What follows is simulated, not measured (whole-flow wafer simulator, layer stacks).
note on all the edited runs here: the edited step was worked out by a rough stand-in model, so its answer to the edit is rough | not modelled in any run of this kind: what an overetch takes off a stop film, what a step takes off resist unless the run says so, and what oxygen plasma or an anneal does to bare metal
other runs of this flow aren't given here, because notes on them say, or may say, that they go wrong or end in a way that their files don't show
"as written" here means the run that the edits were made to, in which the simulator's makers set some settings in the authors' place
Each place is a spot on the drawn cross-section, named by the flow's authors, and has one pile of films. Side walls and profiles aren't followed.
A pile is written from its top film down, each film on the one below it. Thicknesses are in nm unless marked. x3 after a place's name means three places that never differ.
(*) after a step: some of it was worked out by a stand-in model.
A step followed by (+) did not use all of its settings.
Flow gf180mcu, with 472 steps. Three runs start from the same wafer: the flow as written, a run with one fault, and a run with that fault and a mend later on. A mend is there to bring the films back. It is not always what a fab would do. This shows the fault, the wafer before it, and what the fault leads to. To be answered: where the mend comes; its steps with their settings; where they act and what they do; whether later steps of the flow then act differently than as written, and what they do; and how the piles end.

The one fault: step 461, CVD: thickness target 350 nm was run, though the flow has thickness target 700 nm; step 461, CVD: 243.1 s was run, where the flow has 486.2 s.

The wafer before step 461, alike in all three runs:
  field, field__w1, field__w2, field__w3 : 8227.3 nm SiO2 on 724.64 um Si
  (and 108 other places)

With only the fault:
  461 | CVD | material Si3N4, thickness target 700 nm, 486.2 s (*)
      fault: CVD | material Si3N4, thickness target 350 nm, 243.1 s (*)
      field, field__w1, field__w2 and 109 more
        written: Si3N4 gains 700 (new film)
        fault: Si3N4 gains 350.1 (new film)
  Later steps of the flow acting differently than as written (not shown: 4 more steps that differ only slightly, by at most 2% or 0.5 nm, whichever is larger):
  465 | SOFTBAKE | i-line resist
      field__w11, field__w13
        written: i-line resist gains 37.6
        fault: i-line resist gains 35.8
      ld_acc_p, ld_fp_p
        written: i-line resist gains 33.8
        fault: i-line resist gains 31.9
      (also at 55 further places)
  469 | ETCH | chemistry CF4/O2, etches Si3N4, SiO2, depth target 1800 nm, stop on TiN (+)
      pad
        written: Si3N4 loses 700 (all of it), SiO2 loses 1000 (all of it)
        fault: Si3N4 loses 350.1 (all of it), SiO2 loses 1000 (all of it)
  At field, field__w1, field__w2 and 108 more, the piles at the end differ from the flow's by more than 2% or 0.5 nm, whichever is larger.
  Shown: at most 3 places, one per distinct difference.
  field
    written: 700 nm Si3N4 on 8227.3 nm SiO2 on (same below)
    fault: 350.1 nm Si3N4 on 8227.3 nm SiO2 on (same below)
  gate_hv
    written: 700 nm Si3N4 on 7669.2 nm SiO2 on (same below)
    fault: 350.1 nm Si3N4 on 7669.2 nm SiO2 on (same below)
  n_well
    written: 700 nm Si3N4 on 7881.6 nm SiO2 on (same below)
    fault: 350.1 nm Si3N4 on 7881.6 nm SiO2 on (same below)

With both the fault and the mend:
  The mend stands after step 468.
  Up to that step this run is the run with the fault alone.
  468a | STRIP | chemistry O2/N2, power 2160 W, pressure 1700 mTorr (*)
      iso_ptap_pw, iso_ntap_nw, iso_nw_fld and 33 more
        i-line resist loses 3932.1 (all of it)
      p_well, sti, spacer, sd_n, mim_1p0, dice_street
        i-line resist loses 3938 (all of it)
      n_well, sd_p, nw_enc_fld_lv__w3
        i-line resist loses 3974.7 (all of it)
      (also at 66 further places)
  468b | CVD | material Si3N4, thickness target 350 nm, 243.1 s (*) (a further turn of the flow's step 461, with different settings)
      field, field__w1, field__w2 and 109 more
        Si3N4 gains 350.1
  468c | HMDS | 120 C, 60 s (a further turn of the flow's step 463)
      leaves every film unchanged at each place that is followed
  468d | COAT | i-line resist, thickness 4000 nm (*) (a further turn of the flow's step 464)
      iso_ptap_pw, iso_ntap_nw, iso_nw_fld and 33 more
        i-line resist gains 4000 (new film)
      field__w9, field__w13, sd_p_hv, gate_p_hv, nplus_u, npoly_u
        i-line resist gains 4017 (new film)
      p_well, sti, spacer, sd_n, mim_1p0, dice_street
        i-line resist gains 4006.3 (new film)
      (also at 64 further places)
  468e | SOFTBAKE | i-line resist (a further turn of the flow's step 465)
      ld_acc_p, ld_fp_p, ld_drift_p
        i-line resist gains 33.8
      field__w2, field_sub__w4
        i-line resist gains 33.4
      field__w11, field__w13
        i-line resist gains 37.6
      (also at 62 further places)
  468f | EXPOSE | photomask Pad (a further turn of the flow's step 466)
      leaves every film unchanged at each place that is followed
  468g | PEB | i-line resist, 115 C, 93.9 s (a further turn of the flow's step 467)
      iso_ptap_pw, iso_ntap_nw, iso_nw_fld and 33 more
        i-line resist loses 67.9
      field, field__w2, field__w3 and 25 more
        i-line resist loses 68.8
      field_sub, field_sub__w1, field_sub__w2 and 23 more
        i-line resist loses 68.7
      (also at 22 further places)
  468h | DEVELOP | thickness 4000 nm (*) (a further turn of the flow's step 468)
      field__w5, field__w7, field__w13 and 13 more
        i-line resist loses 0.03
      pad
        i-line resist loses 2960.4 (all of it)
  None of the later steps of the flow differs from how it acts as written, at any place that is followed, by more than 2% or 0.5 nm, whichever is larger.
  The piles end only slightly different from the flow's at the places that both follow, by no more than 2% or 0.5 nm, whichever is larger.
